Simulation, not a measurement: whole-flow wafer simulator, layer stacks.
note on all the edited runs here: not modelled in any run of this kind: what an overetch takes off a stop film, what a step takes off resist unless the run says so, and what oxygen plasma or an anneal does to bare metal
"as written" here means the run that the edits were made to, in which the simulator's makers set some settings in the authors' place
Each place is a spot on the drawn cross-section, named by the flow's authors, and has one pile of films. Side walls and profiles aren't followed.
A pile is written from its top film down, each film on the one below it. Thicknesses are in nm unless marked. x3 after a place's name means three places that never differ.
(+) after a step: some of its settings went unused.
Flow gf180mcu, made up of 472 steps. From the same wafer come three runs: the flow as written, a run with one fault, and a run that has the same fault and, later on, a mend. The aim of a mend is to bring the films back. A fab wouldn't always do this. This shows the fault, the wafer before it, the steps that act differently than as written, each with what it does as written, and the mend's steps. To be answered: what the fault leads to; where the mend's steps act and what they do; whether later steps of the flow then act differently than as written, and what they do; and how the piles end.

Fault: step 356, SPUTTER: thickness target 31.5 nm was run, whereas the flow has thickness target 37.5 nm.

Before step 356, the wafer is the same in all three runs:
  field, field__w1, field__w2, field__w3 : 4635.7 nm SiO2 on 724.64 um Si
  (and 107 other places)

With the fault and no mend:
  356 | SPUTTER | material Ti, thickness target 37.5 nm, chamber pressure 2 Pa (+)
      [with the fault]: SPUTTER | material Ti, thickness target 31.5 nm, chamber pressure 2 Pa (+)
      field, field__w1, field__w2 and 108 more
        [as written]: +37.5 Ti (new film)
        [with the fault]: +31.5 Ti (new film)
  Later steps of the flow acting differently than as written (1 other step is not shown; it differs only slightly, by no more than 2% or 0.5 nm, whichever is larger):
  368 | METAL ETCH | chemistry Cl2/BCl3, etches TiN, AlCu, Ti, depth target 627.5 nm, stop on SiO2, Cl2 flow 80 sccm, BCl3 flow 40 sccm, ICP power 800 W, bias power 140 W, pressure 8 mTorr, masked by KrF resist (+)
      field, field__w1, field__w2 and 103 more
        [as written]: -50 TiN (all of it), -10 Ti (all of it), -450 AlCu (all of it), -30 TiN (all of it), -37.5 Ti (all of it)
        [with the fault]: -50 TiN (all of it), -10 Ti (all of it), -450 AlCu (all of it), -30 TiN (all of it), -31.5 Ti (all of it)
  At field__w8, contact, m1, m1__w1, m1_nw, the piles at the end differ from the flow's by more than 2% or 0.5 nm, whichever is larger.
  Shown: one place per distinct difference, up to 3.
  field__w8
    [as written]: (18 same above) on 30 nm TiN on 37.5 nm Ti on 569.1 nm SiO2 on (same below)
    [with the fault]: (18 same above) on 30 nm TiN on 31.5 nm Ti on 569.1 nm SiO2 on (same below)
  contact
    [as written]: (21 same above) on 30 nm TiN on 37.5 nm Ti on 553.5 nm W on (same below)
    [with the fault]: (21 same above) on 30 nm TiN on 31.5 nm Ti on 553.5 nm W on (same below)

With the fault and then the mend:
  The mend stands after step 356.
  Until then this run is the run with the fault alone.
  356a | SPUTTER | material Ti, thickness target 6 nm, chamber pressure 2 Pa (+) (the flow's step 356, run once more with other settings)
      field, field__w1, field__w2 and 108 more
        +6 Ti
  Every later step of the flow that is run acts as written at every place that is followed.
  The piles end the same as the flow's at every place that both follow.
